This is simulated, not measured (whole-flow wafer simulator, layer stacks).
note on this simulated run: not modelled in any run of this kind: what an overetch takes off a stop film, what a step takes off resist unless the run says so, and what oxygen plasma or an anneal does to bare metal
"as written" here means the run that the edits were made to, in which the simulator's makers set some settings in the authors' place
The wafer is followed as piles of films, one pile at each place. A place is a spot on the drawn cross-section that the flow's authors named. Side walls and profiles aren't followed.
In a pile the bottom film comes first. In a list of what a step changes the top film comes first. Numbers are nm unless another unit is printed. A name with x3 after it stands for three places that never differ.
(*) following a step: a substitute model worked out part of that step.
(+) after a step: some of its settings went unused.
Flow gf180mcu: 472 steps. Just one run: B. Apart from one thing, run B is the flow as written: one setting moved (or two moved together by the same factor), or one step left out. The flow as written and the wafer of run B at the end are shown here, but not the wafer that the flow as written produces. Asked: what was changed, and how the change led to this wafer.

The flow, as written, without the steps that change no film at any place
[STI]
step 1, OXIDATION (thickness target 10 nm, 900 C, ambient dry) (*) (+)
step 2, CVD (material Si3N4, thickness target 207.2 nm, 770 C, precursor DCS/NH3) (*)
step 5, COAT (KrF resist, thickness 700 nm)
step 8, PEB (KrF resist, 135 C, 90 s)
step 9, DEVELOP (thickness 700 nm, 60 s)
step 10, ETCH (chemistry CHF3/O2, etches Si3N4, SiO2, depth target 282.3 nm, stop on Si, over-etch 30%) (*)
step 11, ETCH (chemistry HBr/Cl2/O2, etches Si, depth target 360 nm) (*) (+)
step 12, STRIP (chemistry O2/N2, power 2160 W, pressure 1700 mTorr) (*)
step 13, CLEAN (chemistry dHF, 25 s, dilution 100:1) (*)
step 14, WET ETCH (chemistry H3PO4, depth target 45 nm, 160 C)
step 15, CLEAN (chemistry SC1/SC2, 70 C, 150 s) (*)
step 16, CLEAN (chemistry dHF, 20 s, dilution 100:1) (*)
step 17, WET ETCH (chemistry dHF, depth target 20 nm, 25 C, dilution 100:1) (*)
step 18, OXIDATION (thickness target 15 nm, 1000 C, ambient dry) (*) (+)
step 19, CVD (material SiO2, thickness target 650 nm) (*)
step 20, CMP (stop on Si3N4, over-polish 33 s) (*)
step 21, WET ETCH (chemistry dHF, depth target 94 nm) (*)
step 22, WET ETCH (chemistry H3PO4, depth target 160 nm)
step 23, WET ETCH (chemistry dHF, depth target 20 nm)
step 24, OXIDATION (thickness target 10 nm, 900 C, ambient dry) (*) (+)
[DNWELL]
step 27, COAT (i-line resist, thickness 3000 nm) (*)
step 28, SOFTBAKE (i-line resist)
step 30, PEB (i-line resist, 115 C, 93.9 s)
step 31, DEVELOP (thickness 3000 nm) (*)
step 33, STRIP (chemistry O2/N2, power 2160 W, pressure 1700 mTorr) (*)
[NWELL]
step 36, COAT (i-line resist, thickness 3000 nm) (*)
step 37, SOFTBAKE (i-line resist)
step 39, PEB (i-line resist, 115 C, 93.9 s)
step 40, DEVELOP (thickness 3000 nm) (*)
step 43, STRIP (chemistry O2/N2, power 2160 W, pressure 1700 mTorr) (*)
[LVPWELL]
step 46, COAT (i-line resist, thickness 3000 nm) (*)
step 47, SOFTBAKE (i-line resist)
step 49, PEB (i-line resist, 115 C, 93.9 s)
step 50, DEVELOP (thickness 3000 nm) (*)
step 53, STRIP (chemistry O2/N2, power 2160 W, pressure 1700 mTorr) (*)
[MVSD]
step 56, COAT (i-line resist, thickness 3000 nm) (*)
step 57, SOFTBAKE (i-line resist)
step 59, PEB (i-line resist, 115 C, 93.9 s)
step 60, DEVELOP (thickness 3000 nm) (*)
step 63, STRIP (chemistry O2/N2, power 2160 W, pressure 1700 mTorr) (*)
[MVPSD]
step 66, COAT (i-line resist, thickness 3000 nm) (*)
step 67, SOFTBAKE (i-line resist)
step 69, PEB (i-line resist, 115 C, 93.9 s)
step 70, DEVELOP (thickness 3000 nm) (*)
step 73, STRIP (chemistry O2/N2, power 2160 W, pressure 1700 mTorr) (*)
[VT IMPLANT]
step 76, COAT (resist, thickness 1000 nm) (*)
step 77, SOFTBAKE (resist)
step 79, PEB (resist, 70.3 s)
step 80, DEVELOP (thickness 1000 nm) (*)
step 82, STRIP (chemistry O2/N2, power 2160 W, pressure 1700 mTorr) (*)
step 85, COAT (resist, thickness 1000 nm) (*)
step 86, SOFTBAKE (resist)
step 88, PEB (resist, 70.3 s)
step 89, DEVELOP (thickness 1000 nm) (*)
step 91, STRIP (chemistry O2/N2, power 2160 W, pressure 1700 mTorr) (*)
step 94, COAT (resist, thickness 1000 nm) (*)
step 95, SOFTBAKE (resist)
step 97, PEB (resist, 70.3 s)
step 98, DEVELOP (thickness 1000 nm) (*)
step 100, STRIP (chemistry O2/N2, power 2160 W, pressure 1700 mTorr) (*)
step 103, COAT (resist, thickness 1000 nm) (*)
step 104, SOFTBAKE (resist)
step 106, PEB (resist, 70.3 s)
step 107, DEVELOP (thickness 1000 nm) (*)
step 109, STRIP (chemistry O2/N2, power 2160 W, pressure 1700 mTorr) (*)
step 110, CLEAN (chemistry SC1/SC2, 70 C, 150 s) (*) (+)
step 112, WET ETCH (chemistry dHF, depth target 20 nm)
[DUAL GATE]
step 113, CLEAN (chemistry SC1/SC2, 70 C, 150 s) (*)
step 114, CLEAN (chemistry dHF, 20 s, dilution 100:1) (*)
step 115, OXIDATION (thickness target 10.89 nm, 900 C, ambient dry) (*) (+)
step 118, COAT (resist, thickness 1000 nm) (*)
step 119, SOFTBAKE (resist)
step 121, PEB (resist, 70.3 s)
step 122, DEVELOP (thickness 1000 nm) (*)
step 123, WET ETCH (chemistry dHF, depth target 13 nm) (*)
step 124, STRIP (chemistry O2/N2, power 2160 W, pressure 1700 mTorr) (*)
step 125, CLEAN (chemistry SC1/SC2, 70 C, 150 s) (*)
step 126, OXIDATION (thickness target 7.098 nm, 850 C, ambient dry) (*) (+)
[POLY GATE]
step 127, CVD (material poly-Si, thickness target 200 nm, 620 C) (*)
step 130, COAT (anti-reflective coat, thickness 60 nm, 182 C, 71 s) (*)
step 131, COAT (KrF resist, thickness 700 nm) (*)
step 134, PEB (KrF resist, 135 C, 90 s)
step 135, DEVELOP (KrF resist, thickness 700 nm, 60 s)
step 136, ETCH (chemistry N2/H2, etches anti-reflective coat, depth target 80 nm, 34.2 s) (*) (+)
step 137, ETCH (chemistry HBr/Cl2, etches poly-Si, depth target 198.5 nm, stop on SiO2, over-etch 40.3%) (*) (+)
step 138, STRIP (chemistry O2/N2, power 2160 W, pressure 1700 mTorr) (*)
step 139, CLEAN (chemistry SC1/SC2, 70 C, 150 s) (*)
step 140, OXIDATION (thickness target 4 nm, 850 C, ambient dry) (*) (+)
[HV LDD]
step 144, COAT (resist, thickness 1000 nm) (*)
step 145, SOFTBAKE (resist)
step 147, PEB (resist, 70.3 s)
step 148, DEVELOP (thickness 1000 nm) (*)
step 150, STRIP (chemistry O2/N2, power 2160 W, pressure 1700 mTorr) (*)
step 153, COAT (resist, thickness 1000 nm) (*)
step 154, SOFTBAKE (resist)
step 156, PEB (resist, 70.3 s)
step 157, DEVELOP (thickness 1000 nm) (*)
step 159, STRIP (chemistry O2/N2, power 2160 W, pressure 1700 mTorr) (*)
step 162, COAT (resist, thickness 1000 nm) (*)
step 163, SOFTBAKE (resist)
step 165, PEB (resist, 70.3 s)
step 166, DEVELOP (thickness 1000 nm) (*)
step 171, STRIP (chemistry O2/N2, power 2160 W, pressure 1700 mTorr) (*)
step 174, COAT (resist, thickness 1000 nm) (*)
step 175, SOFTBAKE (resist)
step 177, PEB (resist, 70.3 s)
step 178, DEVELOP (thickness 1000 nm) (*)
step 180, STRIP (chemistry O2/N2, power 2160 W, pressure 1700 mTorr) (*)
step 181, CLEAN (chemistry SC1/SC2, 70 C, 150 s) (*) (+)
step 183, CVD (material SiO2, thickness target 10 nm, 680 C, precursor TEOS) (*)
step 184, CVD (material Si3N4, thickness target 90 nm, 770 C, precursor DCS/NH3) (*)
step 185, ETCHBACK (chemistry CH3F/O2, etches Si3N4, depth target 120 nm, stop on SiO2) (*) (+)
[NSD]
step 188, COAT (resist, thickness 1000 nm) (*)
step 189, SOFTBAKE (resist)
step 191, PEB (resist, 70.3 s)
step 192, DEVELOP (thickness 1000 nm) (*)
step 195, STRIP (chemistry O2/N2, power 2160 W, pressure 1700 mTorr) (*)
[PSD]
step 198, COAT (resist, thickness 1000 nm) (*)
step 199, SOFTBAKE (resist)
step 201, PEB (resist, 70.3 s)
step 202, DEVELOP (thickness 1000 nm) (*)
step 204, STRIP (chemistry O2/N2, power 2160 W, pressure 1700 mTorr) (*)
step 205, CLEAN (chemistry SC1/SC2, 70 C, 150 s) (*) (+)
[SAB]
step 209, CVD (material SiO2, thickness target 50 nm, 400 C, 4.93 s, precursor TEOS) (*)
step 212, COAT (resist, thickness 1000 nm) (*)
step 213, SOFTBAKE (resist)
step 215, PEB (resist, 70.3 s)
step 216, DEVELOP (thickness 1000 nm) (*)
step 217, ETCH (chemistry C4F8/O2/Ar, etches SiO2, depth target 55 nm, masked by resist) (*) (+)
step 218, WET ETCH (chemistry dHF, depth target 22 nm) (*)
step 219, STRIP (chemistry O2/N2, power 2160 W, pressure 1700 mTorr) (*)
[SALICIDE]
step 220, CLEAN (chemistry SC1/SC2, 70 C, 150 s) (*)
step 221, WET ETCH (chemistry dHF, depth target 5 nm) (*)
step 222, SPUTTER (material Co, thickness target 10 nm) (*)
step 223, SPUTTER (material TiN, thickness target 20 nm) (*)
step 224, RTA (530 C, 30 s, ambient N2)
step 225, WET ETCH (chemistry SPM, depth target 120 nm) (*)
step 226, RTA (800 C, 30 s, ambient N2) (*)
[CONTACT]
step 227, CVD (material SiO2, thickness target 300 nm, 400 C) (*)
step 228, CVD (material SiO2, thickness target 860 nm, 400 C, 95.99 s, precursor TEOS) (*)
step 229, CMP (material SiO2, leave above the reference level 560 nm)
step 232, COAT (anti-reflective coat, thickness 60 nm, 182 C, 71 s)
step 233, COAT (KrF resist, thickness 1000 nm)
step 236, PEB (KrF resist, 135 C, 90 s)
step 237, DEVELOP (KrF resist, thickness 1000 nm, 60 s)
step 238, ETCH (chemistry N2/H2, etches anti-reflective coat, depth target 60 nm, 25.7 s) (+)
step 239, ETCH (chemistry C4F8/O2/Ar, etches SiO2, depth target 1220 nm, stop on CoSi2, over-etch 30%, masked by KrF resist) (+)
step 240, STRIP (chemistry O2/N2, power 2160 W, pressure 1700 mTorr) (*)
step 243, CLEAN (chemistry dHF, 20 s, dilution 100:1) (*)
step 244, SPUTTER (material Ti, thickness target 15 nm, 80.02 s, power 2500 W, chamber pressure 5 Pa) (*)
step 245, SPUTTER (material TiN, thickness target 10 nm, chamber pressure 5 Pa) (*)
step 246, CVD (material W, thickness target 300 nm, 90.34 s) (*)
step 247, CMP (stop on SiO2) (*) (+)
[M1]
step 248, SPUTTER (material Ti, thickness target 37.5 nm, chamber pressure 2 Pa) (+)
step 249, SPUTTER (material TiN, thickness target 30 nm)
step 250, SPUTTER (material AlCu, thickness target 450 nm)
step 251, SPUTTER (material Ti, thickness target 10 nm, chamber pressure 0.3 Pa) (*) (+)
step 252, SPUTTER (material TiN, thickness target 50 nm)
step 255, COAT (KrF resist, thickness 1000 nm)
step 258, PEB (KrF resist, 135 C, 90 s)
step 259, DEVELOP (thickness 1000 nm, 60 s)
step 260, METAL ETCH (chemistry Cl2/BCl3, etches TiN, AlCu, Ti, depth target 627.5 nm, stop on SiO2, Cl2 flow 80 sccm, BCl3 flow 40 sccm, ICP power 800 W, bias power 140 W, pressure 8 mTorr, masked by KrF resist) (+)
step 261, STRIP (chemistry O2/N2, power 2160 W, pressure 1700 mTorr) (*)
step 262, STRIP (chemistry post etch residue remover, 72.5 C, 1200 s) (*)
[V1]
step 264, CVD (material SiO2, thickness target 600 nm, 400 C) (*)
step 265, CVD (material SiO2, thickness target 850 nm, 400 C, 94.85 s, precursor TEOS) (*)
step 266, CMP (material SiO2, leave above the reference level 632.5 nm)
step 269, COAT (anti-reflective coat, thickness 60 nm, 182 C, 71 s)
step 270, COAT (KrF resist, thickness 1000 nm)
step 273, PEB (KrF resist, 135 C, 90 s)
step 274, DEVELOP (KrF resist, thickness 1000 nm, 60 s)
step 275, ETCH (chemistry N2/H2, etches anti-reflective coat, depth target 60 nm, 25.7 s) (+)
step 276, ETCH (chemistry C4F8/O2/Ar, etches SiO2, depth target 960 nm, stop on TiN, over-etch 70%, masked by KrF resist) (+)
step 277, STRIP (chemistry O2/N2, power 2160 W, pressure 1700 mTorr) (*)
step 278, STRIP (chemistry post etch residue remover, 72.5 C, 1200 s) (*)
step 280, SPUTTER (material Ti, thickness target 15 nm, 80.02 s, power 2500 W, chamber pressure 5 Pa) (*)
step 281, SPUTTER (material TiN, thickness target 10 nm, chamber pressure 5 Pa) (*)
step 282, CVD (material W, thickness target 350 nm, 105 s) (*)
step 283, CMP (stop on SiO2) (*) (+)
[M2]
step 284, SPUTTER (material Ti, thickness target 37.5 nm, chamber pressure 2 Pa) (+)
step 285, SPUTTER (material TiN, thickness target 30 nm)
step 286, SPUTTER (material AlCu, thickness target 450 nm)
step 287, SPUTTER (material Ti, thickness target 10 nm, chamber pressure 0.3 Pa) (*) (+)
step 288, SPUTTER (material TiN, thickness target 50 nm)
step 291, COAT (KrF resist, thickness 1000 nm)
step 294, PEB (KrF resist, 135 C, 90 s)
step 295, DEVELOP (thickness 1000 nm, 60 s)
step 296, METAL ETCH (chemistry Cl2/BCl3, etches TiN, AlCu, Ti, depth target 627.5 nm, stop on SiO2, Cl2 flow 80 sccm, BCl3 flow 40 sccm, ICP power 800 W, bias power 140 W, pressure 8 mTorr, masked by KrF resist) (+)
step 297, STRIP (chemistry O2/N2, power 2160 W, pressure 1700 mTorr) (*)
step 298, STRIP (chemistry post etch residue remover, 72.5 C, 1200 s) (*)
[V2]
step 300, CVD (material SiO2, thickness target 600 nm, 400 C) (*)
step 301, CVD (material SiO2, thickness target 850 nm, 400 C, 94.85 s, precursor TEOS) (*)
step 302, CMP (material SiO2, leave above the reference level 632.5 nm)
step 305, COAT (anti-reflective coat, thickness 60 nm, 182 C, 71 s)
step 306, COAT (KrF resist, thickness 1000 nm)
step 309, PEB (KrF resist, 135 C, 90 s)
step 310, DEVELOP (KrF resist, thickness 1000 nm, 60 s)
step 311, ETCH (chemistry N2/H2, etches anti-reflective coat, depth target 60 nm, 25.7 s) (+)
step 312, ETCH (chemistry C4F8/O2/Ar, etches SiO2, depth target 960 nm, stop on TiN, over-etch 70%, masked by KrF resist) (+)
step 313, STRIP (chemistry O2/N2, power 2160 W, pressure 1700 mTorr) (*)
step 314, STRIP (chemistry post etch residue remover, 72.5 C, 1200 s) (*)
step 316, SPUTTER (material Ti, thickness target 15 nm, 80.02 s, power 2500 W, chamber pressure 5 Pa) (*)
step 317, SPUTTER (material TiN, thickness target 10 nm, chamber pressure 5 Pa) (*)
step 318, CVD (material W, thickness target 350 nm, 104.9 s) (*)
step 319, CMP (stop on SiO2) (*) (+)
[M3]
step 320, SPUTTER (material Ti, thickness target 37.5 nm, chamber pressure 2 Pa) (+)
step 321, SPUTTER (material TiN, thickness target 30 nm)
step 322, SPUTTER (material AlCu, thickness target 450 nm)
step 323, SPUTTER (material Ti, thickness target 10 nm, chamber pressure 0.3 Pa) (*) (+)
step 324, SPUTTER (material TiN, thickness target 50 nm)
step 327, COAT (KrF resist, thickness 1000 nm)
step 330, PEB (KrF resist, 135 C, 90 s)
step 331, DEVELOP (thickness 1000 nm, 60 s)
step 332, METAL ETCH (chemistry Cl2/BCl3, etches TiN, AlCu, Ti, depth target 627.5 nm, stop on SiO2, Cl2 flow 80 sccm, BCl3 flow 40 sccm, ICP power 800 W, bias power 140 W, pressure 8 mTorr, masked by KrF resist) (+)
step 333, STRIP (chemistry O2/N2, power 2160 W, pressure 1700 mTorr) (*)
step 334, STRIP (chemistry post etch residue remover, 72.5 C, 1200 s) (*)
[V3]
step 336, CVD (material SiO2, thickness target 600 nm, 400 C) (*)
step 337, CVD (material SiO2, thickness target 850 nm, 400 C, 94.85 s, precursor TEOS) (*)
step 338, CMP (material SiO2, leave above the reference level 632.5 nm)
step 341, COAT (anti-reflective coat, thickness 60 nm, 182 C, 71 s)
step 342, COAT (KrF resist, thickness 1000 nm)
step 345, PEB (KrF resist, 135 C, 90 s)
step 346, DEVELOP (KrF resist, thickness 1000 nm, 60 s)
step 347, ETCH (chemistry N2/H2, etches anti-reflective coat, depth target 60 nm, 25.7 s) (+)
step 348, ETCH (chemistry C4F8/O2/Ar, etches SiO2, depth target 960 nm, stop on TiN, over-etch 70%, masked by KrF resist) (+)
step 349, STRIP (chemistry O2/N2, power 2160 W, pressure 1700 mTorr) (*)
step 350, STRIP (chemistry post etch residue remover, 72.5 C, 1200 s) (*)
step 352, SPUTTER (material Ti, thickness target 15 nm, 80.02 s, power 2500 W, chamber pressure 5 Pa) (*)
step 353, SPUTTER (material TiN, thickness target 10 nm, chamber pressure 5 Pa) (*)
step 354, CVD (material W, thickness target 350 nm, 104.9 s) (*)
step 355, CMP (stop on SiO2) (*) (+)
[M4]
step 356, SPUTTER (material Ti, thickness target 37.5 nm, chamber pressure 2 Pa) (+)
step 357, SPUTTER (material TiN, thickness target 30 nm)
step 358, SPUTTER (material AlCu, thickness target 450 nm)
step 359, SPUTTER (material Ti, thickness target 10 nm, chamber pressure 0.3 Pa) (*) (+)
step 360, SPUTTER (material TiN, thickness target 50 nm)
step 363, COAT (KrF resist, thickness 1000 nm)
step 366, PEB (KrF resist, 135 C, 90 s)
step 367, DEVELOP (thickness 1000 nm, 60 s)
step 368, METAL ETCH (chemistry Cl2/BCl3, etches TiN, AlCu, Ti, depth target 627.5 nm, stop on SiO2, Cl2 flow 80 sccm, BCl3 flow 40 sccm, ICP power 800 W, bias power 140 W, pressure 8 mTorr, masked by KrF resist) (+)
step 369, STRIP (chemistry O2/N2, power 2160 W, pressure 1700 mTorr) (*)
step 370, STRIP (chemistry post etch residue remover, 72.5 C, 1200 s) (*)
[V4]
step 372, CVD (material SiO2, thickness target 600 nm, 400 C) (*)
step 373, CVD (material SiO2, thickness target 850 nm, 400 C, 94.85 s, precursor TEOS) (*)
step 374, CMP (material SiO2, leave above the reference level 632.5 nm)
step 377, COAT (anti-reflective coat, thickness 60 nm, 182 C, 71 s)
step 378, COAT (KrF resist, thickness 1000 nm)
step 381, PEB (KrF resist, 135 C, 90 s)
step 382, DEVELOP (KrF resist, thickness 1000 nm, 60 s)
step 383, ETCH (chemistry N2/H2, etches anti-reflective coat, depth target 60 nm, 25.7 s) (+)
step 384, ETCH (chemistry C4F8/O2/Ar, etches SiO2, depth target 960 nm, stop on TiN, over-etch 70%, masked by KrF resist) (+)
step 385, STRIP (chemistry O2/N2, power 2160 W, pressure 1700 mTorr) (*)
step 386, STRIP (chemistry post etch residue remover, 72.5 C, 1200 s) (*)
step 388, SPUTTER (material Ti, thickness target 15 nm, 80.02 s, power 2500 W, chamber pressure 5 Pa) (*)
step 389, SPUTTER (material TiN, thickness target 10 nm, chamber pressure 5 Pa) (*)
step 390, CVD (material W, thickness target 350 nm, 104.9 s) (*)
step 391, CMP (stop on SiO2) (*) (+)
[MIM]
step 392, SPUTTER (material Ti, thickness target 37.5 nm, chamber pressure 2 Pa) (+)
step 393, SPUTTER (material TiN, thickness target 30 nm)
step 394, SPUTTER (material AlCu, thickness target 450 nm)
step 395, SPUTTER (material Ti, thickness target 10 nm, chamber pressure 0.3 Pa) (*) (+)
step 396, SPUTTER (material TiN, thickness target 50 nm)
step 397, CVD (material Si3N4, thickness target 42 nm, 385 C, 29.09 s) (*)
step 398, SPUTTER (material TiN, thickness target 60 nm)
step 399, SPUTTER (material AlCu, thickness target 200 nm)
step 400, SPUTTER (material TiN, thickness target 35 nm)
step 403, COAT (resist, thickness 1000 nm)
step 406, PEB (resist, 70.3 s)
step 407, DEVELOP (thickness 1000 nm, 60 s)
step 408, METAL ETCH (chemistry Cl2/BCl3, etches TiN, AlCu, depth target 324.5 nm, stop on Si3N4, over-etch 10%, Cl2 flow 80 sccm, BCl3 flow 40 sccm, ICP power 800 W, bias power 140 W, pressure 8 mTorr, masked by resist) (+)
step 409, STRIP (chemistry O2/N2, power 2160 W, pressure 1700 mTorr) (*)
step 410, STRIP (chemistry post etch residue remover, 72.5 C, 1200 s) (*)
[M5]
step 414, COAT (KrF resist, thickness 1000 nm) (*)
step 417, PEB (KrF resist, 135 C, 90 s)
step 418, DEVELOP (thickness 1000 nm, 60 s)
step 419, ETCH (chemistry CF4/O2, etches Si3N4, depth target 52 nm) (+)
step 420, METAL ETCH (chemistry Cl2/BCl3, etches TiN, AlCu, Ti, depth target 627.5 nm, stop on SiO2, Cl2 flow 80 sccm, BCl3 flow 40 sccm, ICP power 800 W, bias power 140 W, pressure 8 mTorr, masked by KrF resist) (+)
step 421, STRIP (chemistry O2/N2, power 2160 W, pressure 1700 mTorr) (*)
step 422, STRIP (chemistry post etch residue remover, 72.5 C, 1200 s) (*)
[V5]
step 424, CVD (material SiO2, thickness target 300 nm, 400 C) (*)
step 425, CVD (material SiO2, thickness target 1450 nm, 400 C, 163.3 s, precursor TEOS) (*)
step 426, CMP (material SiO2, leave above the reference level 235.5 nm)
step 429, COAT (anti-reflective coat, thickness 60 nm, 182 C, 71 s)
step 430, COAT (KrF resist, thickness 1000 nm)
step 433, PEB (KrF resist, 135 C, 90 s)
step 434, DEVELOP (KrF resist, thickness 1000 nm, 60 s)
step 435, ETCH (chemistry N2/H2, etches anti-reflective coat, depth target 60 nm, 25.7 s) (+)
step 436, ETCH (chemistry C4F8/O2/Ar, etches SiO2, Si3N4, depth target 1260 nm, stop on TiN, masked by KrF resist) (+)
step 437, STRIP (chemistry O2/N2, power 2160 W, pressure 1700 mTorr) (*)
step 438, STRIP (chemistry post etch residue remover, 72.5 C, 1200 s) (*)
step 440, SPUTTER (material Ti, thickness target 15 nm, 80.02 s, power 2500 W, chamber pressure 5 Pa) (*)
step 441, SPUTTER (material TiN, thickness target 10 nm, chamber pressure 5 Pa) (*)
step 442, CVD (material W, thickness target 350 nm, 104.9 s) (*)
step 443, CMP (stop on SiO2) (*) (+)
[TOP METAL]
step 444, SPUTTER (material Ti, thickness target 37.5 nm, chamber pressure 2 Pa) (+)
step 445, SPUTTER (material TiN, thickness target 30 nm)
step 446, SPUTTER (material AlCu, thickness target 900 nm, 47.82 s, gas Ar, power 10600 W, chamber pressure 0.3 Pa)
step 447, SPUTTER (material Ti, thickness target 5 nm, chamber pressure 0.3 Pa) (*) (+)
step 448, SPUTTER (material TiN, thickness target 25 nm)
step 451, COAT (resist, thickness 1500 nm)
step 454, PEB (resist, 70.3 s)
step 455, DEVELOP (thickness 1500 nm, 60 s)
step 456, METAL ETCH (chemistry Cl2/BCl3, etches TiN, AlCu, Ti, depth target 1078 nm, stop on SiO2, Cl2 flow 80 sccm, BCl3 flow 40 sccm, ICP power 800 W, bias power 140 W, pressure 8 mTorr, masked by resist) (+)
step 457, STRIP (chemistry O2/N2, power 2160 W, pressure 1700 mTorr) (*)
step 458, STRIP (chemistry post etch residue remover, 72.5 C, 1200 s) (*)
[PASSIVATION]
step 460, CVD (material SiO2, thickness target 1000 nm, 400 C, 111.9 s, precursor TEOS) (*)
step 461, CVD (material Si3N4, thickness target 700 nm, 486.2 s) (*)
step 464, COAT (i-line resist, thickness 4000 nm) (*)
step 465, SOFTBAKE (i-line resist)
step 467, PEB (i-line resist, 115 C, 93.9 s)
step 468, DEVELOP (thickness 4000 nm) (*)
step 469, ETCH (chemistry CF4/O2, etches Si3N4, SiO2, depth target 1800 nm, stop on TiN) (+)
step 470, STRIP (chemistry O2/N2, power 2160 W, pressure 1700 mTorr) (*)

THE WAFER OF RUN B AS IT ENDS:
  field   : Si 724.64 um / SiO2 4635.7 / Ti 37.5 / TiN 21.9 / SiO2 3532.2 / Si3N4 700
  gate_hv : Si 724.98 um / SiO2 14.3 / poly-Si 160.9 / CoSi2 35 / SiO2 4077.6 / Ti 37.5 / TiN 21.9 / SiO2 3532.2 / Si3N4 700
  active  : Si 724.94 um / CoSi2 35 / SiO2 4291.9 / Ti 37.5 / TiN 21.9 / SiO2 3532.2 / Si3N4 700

What caused this: step 368, METAL ETCH: depth target 517.7 nm was run, while the flow as written has depth target 627.5 nm.

The path from the change to this, step by step:
  step 368, METAL ETCH (chemistry Cl2/BCl3, etches TiN, AlCu, Ti, depth target 627.5 nm, stop on SiO2, Cl2 flow 80 sccm, BCl3 flow 40 sccm, ICP power 800 W, bias power 140 W, pressure 8 mTorr, masked by KrF resist) (+)
      field, field__w1, field__w2 and 103 more: -50 TiN (all of it), -10 Ti (all of it), -450 AlCu (all of it), -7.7 TiN (as written it would have been: -50 TiN (all of it), -10 Ti (all of it), -450 AlCu (all of it), -30 TiN (all of it), -37.5 Ti (all of it))
      field__w8, contact, m1, m1__w1, m1_nw: -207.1 KrF resist (as written it would have been: -251 KrF resist)
  step 369, STRIP (chemistry O2/N2, power 2160 W, pressure 1700 mTorr) (*)
      field__w8, contact, m1, m1__w1, m1_nw: -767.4 KrF resist (all of it) (as written it would have been: -723.5 KrF resist (all of it))
  step 372, CVD (material SiO2, thickness target 600 nm, 400 C) (*)
      field, field__w1, field__w2 and 103 more: +600 SiO2 (new film) (as written it would have been: +600 SiO2)
  step 374, CMP (material SiO2, leave above the reference level 632.5 nm)
      field, field__w1, field__w2 and 103 more: -359.4 SiO2 (as written it would have been: -300 SiO2)
If metal films that touch count as one body, field has 1 body; the flow as written gives 0 bodies.
If metal films that touch count as one body, gate_hv has 2 bodies (between them, from the top down: SiO2 4077.6); the flow as written gives 1 body.
If metal films that touch count as one body, active has 2 bodies (between them, from the top down: SiO2 4291.9); the flow as written gives 1 body.
